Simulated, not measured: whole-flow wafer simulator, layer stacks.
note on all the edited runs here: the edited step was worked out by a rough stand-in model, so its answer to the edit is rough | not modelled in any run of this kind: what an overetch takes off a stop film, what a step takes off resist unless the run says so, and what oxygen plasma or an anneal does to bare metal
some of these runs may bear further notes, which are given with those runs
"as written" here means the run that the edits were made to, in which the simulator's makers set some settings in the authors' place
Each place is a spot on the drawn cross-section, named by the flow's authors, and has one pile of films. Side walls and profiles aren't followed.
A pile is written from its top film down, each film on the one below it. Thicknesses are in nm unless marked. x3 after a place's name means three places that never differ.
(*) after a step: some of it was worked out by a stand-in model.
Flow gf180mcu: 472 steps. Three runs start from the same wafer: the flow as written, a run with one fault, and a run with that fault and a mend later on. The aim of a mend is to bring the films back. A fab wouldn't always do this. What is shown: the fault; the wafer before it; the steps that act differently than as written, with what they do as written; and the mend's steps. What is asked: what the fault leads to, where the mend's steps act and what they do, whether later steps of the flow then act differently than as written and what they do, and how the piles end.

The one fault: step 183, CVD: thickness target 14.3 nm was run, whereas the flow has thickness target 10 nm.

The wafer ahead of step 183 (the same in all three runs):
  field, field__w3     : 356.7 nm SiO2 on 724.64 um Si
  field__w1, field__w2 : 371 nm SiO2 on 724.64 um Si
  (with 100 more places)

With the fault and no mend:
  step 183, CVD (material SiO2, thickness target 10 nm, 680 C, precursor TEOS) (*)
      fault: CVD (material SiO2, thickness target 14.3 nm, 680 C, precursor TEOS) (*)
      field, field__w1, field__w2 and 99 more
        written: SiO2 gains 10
        fault: SiO2 gains 14.3
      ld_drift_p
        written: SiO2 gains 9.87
        fault: SiO2 gains 14.1
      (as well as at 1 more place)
  Steps later in the flow that act otherwise than as written (20 other steps are not shown; they differ only slightly, by no more than 2% or 0.5 nm, whichever is larger):
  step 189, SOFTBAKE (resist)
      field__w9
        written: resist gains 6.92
        fault: resist loses 3.09
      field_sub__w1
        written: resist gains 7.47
        fault: resist gains 9.76
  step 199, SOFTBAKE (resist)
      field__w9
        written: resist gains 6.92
        fault: resist loses 3.09
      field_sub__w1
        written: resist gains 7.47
        fault: resist gains 9.76
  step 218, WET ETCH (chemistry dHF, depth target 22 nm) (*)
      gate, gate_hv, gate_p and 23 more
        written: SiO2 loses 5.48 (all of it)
        fault: SiO2 loses 9.78 (all of it)
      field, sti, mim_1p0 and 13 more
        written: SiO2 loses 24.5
        fault: SiO2 loses 25.1
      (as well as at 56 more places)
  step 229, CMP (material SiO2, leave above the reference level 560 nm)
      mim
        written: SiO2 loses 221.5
        fault: SiO2 loses 226.3
  At spacer, the piles at the end differ from the flow's by more than 2% or 0.5 nm, whichever is larger.
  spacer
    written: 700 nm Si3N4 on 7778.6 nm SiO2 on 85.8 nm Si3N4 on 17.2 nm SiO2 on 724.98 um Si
    fault: 700 nm Si3N4 on 7774.3 nm SiO2 on 85.8 nm Si3N4 on 21.5 nm SiO2 on 724.98 um Si

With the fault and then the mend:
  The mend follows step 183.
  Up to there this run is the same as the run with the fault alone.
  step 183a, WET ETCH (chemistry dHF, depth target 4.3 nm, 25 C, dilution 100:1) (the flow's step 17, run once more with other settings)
      field, field__w1, field__w2 and 101 more
        SiO2 loses 4.3
  Every later step of the flow that is run acts as written, at every place that is followed, to within 2% or 0.5 nm, whichever is larger.
  When the end is reached, the piles differ only a little from the flow's at the places that both follow, at most by 2% or 0.5 nm, whichever is larger.
